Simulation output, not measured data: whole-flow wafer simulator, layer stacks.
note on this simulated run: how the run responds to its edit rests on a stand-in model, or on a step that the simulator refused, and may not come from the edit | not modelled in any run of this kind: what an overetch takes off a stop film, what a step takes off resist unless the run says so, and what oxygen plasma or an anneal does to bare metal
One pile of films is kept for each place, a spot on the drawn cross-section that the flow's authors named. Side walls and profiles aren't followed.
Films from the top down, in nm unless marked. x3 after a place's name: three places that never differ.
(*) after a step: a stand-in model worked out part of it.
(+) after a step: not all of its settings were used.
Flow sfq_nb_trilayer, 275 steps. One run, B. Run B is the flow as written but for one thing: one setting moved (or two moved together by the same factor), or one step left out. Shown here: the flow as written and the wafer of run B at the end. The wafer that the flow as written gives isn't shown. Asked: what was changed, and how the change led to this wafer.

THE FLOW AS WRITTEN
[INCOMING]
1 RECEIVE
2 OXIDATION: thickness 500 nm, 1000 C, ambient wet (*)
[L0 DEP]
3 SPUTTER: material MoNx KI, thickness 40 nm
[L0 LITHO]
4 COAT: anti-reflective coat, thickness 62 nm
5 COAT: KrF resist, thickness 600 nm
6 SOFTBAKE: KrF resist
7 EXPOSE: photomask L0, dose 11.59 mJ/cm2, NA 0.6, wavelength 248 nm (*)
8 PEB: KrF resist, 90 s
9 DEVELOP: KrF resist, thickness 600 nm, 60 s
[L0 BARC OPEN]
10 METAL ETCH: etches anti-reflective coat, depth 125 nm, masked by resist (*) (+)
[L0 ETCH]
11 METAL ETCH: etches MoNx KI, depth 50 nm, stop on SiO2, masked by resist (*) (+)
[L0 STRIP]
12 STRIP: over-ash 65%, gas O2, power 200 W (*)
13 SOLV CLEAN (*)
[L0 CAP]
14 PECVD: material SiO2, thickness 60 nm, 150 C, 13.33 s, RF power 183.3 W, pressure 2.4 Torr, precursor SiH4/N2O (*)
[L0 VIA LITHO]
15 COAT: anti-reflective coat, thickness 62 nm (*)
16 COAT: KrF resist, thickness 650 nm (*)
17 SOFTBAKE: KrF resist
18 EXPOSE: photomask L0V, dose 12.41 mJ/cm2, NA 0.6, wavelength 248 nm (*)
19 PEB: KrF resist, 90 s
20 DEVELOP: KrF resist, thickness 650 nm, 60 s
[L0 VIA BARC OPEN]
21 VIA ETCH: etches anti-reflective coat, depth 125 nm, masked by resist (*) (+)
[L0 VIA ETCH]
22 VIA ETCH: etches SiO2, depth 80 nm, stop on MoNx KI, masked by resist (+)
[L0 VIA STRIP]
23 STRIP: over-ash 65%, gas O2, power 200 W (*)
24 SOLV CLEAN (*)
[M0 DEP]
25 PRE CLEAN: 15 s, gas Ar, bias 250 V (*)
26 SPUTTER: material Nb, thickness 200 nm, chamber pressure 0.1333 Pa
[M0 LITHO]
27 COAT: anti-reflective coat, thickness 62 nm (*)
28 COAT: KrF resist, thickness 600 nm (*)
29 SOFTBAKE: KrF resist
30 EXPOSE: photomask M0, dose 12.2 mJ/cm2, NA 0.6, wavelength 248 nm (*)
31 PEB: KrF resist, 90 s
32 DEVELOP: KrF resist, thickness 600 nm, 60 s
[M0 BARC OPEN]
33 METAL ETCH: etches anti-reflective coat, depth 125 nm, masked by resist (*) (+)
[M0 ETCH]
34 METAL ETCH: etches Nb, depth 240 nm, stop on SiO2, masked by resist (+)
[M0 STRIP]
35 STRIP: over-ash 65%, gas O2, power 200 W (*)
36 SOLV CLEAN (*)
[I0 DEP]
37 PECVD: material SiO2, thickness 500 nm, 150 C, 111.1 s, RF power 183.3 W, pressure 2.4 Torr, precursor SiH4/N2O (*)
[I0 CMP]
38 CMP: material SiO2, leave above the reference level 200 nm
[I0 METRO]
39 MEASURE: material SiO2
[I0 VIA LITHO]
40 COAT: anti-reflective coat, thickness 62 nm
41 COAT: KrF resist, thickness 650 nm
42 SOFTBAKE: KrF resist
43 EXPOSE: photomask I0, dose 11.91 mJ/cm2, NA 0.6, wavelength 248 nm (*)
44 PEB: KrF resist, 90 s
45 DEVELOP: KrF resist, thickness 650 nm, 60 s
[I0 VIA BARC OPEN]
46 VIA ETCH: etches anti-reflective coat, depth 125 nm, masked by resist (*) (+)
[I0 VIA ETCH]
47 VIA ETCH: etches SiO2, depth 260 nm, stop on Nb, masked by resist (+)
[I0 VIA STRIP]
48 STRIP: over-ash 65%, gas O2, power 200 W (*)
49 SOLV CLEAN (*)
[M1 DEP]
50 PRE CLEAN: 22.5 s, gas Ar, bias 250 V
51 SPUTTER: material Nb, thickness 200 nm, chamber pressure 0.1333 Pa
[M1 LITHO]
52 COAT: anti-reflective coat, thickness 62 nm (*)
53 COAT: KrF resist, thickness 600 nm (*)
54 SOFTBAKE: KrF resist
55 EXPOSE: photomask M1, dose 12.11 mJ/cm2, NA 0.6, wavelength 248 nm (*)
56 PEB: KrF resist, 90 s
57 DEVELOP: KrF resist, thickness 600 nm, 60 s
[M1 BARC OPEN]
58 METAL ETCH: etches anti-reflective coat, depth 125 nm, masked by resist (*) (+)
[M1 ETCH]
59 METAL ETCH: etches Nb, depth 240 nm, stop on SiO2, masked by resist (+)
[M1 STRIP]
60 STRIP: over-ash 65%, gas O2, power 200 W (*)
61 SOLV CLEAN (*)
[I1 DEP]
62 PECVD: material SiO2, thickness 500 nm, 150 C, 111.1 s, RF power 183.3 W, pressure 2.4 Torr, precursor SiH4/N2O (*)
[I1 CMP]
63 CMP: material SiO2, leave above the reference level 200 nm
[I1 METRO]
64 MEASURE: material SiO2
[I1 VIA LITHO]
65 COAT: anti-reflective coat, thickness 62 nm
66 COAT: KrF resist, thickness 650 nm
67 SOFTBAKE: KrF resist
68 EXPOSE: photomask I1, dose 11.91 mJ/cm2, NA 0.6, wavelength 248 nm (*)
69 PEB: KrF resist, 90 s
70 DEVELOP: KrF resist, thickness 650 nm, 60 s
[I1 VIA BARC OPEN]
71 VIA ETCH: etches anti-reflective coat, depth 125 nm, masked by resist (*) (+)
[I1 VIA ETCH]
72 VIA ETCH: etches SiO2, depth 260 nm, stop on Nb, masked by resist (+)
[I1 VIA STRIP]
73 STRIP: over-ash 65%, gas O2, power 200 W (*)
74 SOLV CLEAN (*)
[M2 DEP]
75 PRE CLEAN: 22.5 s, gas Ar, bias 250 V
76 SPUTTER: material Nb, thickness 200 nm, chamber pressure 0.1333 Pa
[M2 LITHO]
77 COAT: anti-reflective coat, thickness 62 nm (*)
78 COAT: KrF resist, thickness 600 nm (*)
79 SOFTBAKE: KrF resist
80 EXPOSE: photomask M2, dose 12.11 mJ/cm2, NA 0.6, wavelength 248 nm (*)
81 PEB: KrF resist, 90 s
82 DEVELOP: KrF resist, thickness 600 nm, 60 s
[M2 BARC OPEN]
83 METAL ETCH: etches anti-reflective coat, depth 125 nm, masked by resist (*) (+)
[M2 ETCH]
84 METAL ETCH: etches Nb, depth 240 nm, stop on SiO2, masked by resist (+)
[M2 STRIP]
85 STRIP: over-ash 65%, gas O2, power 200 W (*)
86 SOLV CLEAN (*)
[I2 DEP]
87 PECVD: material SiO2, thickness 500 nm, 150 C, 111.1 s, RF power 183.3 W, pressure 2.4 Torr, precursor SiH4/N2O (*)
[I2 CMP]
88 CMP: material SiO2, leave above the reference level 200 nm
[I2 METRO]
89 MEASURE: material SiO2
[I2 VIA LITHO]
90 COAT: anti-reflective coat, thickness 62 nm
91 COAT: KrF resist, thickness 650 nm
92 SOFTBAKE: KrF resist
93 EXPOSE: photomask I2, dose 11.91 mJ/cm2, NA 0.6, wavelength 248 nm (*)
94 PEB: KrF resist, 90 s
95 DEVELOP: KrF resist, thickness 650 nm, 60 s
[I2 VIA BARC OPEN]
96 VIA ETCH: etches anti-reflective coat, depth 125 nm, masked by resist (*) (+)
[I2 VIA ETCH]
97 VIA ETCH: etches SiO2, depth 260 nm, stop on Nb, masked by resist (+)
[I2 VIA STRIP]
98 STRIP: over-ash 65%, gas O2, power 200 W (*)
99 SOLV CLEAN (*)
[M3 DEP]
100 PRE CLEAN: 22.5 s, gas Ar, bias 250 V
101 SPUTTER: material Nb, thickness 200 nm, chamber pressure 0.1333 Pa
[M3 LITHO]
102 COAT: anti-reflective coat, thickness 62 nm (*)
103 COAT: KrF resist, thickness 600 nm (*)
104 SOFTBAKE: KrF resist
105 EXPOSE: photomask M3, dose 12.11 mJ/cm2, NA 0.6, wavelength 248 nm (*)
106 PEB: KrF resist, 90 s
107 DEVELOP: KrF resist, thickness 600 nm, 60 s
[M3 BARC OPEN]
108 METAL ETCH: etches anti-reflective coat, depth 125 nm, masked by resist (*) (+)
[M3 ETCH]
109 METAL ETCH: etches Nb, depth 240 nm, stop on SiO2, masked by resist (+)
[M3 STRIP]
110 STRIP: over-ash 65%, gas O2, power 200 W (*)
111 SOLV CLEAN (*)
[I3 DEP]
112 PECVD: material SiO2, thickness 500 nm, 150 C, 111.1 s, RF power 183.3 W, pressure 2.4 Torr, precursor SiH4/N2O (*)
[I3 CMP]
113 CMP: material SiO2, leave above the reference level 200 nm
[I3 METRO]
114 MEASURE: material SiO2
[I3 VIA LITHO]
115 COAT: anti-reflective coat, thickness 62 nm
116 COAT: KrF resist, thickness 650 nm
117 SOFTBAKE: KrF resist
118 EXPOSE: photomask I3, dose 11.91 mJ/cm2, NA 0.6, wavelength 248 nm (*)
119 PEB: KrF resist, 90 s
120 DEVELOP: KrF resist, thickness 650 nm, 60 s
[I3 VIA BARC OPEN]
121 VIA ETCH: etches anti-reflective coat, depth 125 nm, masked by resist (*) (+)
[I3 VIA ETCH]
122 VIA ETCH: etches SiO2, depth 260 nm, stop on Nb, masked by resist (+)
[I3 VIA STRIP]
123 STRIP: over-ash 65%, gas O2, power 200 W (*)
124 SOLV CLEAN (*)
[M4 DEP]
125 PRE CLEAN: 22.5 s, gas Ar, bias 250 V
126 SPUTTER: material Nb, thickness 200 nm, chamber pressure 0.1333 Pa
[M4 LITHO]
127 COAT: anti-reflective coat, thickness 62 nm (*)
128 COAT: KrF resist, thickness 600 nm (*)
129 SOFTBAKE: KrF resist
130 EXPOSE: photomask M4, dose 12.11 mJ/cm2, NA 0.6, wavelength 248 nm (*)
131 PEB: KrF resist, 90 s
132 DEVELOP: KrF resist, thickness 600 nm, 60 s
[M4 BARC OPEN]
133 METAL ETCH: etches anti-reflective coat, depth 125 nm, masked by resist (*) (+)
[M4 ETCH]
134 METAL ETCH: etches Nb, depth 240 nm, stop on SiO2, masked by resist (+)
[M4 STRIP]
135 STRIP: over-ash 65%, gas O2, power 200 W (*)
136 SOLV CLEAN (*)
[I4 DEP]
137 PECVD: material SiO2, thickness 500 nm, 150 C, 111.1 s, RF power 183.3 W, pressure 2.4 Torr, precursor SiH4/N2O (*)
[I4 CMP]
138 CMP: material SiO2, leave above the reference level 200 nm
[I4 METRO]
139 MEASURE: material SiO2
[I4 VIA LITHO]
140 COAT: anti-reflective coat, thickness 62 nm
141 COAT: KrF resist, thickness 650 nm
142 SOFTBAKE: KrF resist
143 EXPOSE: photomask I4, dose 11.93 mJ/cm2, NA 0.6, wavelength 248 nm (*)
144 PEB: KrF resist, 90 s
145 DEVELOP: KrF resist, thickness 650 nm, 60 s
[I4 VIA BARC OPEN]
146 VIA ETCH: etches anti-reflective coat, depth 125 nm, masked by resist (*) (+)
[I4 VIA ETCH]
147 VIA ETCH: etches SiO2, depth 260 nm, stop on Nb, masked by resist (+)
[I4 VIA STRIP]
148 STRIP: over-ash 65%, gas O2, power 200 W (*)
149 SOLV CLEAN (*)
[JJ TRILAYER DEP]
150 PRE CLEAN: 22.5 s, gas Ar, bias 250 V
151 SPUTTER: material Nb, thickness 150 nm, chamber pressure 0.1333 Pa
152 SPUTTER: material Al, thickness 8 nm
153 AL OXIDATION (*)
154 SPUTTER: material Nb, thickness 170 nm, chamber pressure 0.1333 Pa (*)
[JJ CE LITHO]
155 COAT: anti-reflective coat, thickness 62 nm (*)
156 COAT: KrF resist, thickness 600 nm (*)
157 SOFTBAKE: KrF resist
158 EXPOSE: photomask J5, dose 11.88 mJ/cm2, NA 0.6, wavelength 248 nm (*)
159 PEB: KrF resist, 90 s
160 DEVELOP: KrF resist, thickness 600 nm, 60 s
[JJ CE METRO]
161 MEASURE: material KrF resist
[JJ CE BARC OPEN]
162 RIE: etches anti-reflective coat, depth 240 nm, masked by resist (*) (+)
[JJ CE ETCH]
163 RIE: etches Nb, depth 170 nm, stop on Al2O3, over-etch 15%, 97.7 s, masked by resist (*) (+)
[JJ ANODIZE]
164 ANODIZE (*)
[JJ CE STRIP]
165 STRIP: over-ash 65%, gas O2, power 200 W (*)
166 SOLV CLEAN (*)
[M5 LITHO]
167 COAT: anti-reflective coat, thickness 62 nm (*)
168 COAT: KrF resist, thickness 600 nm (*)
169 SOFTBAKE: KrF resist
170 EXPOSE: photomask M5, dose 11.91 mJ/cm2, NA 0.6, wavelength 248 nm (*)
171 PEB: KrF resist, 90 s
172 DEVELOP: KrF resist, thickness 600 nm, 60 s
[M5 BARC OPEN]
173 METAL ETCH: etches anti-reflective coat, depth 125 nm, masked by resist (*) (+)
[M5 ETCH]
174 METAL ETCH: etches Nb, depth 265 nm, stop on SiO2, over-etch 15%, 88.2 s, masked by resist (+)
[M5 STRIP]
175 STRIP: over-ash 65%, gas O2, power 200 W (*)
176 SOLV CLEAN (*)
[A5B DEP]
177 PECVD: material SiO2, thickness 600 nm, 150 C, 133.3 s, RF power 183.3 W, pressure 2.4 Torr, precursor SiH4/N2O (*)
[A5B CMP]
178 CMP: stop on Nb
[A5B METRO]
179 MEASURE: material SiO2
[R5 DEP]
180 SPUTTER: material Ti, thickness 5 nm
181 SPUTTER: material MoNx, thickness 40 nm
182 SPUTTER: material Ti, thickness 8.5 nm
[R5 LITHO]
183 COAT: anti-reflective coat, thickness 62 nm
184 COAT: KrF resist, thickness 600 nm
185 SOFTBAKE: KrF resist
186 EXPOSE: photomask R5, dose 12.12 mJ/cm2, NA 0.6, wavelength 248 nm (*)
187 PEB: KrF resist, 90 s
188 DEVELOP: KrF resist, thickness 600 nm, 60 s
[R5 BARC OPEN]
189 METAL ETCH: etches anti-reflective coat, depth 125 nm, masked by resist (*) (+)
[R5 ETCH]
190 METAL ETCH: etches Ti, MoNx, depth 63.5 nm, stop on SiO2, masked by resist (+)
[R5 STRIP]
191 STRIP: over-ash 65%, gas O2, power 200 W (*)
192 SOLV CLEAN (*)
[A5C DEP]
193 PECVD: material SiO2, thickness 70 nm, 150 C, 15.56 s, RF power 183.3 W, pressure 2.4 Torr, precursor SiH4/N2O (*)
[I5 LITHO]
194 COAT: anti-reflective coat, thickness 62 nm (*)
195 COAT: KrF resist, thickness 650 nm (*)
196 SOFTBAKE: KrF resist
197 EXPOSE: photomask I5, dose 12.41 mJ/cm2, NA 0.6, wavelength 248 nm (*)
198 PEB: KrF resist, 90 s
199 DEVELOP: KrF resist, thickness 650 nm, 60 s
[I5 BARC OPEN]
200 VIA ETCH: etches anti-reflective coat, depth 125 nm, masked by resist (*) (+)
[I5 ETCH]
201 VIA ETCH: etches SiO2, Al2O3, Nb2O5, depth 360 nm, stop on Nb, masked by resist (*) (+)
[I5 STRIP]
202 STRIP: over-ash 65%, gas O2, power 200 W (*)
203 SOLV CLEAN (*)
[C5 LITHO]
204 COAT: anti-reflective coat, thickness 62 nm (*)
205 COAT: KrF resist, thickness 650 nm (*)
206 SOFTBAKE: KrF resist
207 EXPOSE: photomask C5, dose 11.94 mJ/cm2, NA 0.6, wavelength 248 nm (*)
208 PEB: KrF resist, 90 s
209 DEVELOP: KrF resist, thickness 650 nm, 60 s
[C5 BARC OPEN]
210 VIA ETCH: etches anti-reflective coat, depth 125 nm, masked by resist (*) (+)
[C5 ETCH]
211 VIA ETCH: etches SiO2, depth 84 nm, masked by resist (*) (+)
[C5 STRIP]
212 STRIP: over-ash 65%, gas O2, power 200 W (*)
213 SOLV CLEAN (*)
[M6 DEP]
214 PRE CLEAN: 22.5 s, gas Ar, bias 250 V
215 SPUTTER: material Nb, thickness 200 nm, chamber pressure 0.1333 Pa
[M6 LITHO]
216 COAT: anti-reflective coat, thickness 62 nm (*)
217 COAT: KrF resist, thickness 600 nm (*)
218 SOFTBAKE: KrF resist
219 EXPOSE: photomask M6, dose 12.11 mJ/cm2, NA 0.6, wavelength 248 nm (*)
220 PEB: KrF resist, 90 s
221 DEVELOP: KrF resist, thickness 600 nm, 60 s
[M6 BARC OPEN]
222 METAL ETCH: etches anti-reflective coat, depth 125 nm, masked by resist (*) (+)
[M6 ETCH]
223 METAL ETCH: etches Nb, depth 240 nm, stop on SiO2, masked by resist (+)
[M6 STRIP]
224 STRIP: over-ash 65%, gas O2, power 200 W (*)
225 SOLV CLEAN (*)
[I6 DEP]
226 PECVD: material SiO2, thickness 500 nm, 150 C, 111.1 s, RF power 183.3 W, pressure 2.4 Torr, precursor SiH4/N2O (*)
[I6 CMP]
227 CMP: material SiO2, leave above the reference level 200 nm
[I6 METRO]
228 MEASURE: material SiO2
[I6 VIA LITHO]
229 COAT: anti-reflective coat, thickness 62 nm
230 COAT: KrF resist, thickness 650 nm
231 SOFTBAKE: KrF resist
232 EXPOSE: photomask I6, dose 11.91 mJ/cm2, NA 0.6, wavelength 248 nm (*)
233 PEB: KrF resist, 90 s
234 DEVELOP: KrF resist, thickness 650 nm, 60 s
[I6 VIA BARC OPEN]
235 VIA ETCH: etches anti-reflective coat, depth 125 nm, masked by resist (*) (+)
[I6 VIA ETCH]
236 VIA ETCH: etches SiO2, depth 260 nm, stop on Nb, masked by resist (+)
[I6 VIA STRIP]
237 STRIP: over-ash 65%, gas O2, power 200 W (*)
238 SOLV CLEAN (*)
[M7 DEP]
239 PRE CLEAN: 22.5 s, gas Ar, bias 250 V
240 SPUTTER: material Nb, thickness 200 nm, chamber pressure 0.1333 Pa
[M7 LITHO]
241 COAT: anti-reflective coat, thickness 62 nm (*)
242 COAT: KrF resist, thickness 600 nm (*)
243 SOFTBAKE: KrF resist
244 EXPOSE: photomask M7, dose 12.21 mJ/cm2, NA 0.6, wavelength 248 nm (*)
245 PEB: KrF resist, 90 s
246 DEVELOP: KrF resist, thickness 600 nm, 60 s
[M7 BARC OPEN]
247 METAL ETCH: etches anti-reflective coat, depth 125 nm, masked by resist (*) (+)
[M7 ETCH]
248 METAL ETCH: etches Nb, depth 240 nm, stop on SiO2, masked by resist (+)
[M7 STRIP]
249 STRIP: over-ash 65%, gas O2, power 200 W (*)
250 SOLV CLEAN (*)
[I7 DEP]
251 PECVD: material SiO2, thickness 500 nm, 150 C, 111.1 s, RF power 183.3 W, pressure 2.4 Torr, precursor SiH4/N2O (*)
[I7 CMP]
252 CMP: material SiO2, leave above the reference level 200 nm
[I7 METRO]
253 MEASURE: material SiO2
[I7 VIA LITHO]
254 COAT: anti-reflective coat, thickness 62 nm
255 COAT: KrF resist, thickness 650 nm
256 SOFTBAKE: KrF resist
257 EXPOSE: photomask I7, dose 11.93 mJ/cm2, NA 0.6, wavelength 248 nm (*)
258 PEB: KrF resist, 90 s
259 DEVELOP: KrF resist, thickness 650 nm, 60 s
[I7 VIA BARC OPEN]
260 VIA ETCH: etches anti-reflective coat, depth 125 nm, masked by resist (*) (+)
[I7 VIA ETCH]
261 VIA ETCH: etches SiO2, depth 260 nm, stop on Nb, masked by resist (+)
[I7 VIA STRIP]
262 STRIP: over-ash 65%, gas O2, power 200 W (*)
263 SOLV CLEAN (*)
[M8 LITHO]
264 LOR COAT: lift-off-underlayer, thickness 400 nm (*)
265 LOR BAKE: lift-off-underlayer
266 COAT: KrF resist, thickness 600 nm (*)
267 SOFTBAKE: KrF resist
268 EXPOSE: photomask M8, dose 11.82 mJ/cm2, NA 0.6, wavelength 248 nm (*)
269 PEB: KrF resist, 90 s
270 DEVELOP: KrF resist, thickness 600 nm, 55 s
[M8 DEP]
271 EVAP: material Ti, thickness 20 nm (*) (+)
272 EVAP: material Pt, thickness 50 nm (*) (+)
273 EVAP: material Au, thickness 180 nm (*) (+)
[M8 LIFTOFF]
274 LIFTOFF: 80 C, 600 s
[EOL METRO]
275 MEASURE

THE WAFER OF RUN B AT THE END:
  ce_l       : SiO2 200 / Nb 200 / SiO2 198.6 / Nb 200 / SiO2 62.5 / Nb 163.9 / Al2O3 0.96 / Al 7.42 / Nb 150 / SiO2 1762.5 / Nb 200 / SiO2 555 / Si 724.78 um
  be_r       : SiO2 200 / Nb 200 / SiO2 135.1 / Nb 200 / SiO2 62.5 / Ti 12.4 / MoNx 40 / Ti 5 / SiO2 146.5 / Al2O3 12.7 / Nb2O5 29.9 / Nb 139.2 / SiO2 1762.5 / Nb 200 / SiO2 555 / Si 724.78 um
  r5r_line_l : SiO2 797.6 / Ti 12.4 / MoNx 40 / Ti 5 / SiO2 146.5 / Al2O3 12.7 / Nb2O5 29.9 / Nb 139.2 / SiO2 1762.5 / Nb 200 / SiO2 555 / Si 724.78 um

The cause: step 182, SPUTTER: thickness 12.4 nm was run, where the flow has thickness 8.5 nm.
It can be read off the wafer: be_r has Ti 12.4, and step 182 as written asks for 8.5 nm.

How the change led to this, step by step:
  182 SPUTTER: material Ti, thickness 8.5 nm
      field_l, v_sur, via_wl and 103 more: Ti +12.4 (new film) (as written it would be: Ti +8.5 (new film))
  190 METAL ETCH: etches Ti, MoNx, depth 63.5 nm, stop on SiO2, masked by resist (+)
      field_l, v_sur, via_wl and 92 more: Ti -12.4 (all of it), MoNx -40 (all of it), Ti -5 (all of it) (as written it would be: Ti -8.5 (all of it), MoNx -40 (all of it), Ti -5 (all of it))
      ce_l, c5j, ce_r, wl_jj: Ti -12.4 (all of it), MoNx -40 (all of it), Ti -5 (all of it), Nb -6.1 (as written it would be: Ti -8.5 (all of it), MoNx -40 (all of it), Ti -5 (all of it), Nb -10)
  194 COAT: anti-reflective coat, thickness 62 nm (*)
      ce_l: anti-reflective coat +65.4 (new film) (as written it would be: anti-reflective coat +67.2 (new film))
      ce_r: anti-reflective coat +66.1 (new film) (as written it would be: anti-reflective coat +68.1 (new film))
      (and at 1 more place)
  202 STRIP: over-ash 65%, gas O2, power 200 W (*)
      ce_l: KrF resist -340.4 (all of it), anti-reflective coat -65.4 (all of it) (as written it would be: KrF resist -341.5 (all of it), anti-reflective coat -67.2 (all of it))
      ce_r: KrF resist -345.6 (all of it), anti-reflective coat -66.1 (all of it) (as written it would be: KrF resist -346.1 (all of it), anti-reflective coat -68.1 (all of it))
      (and at 1 more place)
  204 COAT: anti-reflective coat, thickness 62 nm (*)
      ce_l: anti-reflective coat +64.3 (new film) (as written it would be: anti-reflective coat +66 (new film))
      ce_r: anti-reflective coat +65.3 (new film) (as written it would be: anti-reflective coat +67.2 (new film))
      (and at 1 more place)
  212 STRIP: over-ash 65%, gas O2, power 200 W (*)
      ce_l: KrF resist -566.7 (all of it), anti-reflective coat -64.3 (all of it) (as written it would be: KrF resist -567.4 (all of it), anti-reflective coat -66 (all of it))
      ce_r: KrF resist -573.5 (all of it), anti-reflective coat -65.3 (all of it) (as written it would be: KrF resist -573.7 (all of it), anti-reflective coat -67.2 (all of it))
      (and at 1 more place)
  216 COAT: anti-reflective coat, thickness 62 nm (*)
      r5r_spacepad_l, r5r_spacepad_r: anti-reflective coat +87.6 (new film) (as written it would be: anti-reflective coat +85.7 (new film))
      ce_l: anti-reflective coat +46.8 (new film) (as written it would be: anti-reflective coat +48 (new film))
      (and at 2 more places)
  222 METAL ETCH: etches anti-reflective coat, depth 125 nm, masked by resist (*) (+)
      r5r_spacepad_l, r5r_spacepad_r: anti-reflective coat -87.6 (all of it) (as written it would be: anti-reflective coat -85.7 (all of it))
  224 STRIP: over-ash 65%, gas O2, power 200 W (*)
      ce_l: KrF resist -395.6 (all of it), anti-reflective coat -46.8 (all of it) (as written it would be: KrF resist -397.1 (all of it), anti-reflective coat -48 (all of it))
      ce_r: KrF resist -402.5 (all of it), anti-reflective coat -47.6 (all of it) (as written it would be: KrF resist -403.5 (all of it), anti-reflective coat -48.8 (all of it))
      (and at 1 more place)
  227 CMP: material SiO2, leave above the reference level 200 nm
      r5r_line_l, r5r_spacepad_l, r5r_spacepad_r, r5r_line_c, r5r_line_r: SiO2 -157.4 (as written it would be: SiO2 -153.5)
